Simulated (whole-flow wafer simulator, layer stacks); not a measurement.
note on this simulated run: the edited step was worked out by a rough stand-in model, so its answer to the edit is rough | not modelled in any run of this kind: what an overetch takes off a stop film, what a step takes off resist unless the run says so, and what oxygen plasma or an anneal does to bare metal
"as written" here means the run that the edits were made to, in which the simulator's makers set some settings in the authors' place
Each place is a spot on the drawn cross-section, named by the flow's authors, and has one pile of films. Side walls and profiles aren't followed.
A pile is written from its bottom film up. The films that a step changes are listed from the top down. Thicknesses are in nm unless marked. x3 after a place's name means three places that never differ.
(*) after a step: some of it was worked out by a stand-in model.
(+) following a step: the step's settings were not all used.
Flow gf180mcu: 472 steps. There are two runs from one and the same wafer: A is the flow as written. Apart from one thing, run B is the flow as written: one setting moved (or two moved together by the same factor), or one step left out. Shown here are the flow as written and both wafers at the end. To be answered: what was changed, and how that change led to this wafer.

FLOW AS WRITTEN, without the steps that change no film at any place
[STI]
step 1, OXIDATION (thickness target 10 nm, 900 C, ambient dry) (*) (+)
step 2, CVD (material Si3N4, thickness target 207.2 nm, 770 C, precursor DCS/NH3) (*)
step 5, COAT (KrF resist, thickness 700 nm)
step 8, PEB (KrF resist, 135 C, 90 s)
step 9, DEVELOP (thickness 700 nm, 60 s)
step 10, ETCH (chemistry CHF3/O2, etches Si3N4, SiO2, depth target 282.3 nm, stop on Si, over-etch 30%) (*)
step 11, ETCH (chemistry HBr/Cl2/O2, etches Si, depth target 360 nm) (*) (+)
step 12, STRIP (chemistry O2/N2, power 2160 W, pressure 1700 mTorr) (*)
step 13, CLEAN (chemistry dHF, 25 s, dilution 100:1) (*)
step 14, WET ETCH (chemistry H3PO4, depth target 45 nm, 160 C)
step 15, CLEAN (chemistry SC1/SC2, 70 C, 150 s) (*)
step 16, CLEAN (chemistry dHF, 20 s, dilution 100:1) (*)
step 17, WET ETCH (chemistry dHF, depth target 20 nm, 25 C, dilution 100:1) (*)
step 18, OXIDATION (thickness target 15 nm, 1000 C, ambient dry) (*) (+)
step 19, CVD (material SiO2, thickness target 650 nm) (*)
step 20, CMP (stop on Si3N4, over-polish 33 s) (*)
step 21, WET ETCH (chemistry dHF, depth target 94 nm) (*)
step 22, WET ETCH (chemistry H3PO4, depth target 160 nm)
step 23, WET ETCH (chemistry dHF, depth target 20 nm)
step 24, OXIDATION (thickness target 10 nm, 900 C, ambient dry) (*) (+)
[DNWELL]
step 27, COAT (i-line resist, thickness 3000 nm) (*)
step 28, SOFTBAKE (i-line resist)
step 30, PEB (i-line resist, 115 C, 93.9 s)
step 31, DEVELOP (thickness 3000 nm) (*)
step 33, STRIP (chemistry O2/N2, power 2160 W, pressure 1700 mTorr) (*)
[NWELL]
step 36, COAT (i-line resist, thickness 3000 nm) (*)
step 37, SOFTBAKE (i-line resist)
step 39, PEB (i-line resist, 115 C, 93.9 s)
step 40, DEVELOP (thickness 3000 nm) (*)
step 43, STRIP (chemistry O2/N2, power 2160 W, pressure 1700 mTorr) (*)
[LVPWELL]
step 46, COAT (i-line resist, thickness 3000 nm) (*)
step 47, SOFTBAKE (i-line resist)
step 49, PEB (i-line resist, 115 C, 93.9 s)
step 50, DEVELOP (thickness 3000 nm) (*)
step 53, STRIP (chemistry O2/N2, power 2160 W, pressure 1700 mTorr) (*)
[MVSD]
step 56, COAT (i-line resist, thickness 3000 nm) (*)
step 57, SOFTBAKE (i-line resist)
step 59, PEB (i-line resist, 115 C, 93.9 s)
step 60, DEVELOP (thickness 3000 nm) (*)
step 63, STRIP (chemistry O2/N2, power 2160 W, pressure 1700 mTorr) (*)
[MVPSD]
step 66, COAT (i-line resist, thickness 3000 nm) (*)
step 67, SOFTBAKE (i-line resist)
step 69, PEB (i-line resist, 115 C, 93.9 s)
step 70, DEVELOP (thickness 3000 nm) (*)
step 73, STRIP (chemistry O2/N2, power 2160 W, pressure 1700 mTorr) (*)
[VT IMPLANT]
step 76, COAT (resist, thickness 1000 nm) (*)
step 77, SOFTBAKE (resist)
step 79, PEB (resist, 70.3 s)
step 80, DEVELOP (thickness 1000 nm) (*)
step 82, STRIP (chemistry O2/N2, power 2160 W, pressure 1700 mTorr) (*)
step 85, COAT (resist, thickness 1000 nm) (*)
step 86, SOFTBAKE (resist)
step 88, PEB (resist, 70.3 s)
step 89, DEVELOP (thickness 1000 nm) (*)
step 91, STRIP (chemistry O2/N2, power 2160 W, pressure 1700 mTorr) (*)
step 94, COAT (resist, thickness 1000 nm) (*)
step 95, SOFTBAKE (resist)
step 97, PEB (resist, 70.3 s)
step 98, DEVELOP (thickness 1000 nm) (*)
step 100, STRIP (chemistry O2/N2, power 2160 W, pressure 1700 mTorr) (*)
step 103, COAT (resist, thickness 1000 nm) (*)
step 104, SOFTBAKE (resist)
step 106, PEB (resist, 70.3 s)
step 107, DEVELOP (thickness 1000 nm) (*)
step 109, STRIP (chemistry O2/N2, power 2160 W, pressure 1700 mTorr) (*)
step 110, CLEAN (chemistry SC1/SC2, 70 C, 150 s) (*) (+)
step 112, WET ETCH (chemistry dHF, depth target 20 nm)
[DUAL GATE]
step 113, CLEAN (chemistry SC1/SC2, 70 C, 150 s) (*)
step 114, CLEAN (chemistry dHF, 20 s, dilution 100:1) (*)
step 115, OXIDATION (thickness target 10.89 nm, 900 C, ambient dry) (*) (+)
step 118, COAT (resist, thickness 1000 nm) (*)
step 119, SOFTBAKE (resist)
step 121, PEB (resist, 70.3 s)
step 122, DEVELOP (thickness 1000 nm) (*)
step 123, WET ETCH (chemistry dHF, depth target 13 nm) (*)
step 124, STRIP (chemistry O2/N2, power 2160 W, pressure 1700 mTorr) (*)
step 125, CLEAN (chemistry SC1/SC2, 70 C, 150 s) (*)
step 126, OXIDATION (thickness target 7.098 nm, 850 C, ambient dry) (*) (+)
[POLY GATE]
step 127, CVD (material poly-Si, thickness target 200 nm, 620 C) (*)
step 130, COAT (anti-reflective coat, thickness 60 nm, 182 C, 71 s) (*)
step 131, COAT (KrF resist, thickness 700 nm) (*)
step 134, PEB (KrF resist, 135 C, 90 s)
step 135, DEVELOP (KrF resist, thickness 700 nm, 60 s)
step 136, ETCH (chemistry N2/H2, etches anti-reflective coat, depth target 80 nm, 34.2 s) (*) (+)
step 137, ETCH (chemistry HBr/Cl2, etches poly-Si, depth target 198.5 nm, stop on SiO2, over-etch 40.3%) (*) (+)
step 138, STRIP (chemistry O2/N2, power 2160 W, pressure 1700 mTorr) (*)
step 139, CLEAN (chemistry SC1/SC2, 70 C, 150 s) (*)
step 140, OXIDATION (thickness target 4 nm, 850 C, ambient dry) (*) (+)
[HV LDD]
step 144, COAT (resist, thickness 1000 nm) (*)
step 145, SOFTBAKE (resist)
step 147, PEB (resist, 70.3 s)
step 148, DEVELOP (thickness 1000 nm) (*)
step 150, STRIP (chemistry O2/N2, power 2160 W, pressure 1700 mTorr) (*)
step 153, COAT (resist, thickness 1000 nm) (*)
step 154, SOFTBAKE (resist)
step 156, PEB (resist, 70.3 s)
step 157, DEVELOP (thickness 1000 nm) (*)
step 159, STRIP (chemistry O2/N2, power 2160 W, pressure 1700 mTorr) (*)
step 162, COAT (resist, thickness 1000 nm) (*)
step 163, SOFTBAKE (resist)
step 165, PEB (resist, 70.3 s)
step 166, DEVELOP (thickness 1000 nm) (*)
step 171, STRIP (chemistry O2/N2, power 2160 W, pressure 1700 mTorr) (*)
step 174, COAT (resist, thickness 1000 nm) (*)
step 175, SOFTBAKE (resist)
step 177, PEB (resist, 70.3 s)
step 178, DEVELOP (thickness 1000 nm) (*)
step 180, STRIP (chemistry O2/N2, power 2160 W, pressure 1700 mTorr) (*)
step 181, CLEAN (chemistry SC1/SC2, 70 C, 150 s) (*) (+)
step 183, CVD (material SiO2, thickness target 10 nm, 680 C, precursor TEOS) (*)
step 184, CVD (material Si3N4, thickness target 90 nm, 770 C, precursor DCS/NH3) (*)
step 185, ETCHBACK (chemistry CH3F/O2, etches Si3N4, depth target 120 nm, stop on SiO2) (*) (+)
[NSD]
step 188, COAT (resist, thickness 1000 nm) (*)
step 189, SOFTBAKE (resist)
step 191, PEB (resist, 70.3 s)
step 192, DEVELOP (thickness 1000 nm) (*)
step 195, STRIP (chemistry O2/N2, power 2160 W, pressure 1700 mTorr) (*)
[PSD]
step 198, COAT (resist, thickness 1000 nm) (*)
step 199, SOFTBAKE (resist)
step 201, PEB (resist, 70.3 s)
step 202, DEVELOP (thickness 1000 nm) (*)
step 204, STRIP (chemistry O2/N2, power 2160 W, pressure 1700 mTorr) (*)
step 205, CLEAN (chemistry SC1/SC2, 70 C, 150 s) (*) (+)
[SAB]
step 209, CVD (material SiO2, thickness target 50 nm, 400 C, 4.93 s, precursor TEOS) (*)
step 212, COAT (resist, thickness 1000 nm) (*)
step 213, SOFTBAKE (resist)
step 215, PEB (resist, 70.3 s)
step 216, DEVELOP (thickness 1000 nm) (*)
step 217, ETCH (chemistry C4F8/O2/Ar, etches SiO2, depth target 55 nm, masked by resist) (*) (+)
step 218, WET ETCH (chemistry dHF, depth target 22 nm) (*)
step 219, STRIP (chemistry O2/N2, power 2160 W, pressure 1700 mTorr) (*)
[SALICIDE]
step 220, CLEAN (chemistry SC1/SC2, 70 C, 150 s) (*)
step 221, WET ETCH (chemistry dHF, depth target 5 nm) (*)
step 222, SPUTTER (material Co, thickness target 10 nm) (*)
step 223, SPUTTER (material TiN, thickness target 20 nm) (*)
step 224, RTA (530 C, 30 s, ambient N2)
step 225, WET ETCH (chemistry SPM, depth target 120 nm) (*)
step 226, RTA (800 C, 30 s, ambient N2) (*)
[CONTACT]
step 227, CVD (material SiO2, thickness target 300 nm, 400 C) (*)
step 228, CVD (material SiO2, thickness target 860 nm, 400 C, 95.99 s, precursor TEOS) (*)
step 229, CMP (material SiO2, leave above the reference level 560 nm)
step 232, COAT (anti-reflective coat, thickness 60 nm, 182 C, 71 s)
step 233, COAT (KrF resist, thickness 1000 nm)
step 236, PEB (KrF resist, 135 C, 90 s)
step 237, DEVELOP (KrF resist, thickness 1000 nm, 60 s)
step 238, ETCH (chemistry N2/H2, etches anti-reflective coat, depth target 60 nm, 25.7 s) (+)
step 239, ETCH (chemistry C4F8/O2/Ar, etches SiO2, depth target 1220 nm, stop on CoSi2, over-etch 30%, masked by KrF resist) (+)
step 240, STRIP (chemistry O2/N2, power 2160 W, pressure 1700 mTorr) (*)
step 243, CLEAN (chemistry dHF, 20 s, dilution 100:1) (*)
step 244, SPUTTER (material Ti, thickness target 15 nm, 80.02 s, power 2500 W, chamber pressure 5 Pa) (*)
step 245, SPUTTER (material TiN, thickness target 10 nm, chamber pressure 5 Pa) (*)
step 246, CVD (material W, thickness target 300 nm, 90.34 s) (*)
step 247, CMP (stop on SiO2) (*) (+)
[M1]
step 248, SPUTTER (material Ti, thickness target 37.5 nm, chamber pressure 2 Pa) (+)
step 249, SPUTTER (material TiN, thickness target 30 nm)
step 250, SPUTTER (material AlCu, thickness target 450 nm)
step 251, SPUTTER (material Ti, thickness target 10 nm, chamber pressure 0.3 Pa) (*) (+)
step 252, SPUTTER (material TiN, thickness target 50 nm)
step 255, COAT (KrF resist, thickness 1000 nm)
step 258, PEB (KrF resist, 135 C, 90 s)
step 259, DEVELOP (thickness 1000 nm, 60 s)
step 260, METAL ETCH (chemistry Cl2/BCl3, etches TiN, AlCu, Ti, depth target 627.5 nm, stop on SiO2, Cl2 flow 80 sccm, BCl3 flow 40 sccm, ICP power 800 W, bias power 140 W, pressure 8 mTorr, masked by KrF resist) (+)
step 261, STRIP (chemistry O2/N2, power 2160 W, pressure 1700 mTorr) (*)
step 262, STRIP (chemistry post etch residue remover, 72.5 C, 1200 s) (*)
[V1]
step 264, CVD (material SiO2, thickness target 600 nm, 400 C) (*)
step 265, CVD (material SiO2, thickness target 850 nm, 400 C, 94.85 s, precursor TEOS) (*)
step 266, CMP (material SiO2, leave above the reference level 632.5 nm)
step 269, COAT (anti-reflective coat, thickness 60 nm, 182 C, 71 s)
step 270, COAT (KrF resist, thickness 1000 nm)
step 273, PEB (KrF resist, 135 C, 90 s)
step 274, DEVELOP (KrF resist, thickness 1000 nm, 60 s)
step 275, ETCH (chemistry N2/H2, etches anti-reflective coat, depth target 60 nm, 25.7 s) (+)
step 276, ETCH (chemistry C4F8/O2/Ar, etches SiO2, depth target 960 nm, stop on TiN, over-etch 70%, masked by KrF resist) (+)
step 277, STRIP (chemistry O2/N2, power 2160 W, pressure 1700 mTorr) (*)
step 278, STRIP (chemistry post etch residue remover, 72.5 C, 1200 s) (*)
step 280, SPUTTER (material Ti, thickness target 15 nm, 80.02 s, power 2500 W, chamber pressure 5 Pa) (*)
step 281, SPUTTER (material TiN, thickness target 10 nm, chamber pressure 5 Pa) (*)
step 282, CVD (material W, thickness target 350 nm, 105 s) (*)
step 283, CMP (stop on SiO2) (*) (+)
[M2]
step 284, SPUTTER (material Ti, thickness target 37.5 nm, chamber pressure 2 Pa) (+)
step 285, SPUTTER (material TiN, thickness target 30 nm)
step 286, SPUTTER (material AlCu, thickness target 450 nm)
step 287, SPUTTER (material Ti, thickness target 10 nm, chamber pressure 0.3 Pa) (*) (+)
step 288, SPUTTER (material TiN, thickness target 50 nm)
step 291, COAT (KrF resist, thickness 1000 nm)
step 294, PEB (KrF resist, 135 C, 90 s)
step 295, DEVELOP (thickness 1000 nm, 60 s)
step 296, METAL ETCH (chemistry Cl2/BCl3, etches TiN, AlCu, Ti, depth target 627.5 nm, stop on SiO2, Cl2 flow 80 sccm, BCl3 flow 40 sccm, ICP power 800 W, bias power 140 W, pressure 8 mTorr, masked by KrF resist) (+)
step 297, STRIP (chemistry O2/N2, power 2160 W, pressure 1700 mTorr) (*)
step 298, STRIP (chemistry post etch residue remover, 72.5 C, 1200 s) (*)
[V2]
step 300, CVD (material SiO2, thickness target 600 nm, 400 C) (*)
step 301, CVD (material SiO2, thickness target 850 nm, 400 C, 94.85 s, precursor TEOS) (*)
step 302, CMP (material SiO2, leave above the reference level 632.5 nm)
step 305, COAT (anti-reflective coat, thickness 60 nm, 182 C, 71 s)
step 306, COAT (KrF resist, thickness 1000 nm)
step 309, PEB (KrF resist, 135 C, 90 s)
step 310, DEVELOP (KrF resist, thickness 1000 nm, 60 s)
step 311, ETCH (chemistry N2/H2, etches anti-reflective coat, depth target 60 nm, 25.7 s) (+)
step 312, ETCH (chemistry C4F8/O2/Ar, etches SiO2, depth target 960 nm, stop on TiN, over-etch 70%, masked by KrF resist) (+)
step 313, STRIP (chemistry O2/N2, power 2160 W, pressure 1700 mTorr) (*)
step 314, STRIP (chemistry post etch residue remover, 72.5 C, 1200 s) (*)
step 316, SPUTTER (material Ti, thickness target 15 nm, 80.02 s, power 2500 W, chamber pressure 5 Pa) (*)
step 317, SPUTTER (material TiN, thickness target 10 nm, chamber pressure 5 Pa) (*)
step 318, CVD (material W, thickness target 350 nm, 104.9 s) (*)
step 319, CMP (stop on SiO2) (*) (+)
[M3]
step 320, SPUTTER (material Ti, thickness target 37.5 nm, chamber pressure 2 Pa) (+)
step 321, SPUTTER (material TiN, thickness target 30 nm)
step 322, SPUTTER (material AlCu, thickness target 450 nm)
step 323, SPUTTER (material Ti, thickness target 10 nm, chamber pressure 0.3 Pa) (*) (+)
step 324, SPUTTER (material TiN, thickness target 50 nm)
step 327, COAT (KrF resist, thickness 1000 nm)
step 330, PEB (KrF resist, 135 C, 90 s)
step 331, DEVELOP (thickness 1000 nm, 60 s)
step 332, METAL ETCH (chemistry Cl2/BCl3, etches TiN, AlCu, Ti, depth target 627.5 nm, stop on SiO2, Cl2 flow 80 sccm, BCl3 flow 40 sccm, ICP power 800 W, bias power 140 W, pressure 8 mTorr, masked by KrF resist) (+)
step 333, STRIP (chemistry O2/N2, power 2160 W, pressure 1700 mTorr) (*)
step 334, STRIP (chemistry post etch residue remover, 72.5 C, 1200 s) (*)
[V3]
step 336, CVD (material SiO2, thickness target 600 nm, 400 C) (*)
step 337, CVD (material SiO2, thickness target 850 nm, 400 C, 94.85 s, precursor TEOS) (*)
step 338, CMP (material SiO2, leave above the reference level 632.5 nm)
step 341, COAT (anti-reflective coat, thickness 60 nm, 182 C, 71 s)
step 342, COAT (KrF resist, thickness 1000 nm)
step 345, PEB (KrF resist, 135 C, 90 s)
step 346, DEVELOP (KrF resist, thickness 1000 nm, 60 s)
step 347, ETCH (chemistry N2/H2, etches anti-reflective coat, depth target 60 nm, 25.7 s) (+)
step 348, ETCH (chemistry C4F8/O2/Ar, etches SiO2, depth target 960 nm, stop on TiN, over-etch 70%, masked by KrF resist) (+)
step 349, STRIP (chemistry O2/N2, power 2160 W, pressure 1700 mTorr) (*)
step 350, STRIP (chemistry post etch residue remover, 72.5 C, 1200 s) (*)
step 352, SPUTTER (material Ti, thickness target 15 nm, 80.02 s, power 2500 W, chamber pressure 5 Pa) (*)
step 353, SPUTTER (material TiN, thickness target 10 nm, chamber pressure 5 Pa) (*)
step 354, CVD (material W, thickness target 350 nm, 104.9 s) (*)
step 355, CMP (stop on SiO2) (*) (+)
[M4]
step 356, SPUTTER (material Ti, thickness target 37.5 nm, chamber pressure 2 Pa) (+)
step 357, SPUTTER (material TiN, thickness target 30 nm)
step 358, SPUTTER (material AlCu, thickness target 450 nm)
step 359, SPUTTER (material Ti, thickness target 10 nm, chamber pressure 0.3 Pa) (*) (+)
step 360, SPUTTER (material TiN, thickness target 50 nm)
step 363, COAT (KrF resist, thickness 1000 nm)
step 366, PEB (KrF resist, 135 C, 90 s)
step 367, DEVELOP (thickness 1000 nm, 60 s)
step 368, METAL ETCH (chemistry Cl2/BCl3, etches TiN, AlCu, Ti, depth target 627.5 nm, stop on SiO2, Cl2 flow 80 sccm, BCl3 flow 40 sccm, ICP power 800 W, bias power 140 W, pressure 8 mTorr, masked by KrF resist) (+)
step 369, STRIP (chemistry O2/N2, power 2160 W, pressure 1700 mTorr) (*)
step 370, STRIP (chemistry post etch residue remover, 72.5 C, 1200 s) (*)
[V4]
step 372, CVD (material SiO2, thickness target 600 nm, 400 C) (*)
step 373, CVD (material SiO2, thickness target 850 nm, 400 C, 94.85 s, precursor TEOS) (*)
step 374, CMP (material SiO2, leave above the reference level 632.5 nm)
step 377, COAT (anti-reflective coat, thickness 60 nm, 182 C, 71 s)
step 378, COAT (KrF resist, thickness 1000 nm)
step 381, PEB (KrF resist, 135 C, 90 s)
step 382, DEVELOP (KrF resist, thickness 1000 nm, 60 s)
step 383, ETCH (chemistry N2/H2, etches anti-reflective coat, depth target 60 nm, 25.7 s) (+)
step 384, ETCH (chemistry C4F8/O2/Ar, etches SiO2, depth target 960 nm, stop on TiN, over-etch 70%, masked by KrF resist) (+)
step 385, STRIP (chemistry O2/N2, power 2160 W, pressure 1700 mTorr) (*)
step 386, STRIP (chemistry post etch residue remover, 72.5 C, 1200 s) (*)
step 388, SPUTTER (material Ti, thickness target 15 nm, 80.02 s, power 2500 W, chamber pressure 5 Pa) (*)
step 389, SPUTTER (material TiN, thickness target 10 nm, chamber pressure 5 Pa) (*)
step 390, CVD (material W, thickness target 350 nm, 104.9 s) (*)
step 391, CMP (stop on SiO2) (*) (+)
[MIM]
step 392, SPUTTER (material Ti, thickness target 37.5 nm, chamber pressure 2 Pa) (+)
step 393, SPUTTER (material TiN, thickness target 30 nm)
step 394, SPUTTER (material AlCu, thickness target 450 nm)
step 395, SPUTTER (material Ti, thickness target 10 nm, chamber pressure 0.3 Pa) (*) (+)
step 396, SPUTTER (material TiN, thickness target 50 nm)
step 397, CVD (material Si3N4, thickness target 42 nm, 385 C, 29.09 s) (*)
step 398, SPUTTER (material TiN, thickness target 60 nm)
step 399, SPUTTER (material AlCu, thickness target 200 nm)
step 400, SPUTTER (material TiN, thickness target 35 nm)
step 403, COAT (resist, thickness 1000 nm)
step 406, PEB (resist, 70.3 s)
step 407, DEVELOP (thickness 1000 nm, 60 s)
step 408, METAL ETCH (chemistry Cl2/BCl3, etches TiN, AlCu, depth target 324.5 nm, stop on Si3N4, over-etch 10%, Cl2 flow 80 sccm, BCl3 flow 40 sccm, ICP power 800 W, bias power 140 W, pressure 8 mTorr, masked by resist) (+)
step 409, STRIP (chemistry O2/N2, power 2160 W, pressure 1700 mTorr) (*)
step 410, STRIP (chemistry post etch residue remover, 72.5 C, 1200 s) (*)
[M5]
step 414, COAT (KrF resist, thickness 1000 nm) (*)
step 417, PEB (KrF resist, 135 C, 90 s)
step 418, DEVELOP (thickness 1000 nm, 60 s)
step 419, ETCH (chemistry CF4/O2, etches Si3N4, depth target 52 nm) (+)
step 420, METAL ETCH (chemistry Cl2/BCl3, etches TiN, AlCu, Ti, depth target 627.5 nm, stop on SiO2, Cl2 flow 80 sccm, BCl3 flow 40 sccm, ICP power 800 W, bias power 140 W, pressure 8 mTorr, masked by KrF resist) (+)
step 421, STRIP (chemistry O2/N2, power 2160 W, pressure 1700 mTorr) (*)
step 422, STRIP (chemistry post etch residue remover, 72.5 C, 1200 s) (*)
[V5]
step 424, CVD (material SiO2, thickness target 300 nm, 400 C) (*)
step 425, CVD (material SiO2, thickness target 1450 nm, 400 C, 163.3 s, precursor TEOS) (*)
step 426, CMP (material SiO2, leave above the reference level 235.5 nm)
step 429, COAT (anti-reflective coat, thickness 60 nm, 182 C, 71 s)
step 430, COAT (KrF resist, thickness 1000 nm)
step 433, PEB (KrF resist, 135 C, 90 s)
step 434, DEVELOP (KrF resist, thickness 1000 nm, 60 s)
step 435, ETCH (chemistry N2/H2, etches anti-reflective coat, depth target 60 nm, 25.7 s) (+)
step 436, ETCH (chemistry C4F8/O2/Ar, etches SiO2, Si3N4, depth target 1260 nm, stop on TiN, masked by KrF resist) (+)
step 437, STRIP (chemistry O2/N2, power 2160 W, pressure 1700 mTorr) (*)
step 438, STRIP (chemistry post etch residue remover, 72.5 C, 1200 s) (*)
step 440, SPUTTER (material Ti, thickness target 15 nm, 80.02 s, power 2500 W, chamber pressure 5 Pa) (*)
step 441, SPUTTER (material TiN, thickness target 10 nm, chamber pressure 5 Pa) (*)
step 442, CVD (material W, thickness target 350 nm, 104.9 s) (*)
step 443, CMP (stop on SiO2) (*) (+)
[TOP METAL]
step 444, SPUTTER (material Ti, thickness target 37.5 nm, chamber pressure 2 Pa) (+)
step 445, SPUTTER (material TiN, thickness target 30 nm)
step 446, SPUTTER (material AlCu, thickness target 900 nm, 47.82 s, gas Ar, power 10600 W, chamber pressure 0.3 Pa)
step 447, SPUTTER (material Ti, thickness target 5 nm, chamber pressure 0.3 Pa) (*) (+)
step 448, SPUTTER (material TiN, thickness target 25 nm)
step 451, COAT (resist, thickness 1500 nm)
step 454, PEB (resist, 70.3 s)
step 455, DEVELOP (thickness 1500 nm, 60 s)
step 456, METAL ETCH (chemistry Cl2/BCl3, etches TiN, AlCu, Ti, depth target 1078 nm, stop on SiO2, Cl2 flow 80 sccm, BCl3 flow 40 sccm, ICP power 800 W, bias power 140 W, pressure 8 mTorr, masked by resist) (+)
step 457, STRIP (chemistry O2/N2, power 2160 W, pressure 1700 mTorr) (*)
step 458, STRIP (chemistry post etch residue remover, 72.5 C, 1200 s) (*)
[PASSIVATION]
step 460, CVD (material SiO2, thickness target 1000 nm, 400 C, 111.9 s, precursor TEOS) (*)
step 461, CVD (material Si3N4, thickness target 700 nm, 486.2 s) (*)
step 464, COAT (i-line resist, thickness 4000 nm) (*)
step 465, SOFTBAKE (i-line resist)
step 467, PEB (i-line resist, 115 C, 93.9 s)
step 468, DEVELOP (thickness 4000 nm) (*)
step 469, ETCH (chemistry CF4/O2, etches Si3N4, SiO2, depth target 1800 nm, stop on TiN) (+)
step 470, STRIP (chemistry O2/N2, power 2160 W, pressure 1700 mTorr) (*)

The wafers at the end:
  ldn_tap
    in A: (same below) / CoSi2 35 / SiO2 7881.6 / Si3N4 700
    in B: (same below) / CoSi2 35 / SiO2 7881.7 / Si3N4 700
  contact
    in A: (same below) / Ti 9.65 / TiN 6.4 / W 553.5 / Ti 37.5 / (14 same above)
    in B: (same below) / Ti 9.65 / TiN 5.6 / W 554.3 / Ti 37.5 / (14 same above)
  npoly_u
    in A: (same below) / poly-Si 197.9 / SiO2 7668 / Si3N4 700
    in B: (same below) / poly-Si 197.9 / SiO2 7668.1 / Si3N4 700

The reason: step 389, SPUTTER: thickness target 8.75 nm was run, while the flow as written has thickness target 10 nm.

The path from the change to this, step by step:
  step 389, SPUTTER (material TiN, thickness target 10 nm, chamber pressure 5 Pa) (*)
      field, field__w1, field__w2 and 107 more: A TiN gains 10 (new film) | B TiN gains 8.75 (new film)
      contact: A TiN gains 6.4 (new film) | B TiN gains 5.6 (new film)
  step 391, CMP (stop on SiO2) (*) (+)
      field, field__w1, field__w2 and 107 more: A W loses 350 (all of it), TiN loses 10 (all of it), Ti loses 15 (all of it), SiO2 loses 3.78 | B W loses 350 (all of it), TiN loses 8.75 (all of it), Ti loses 15 (all of it), SiO2 loses 3.77
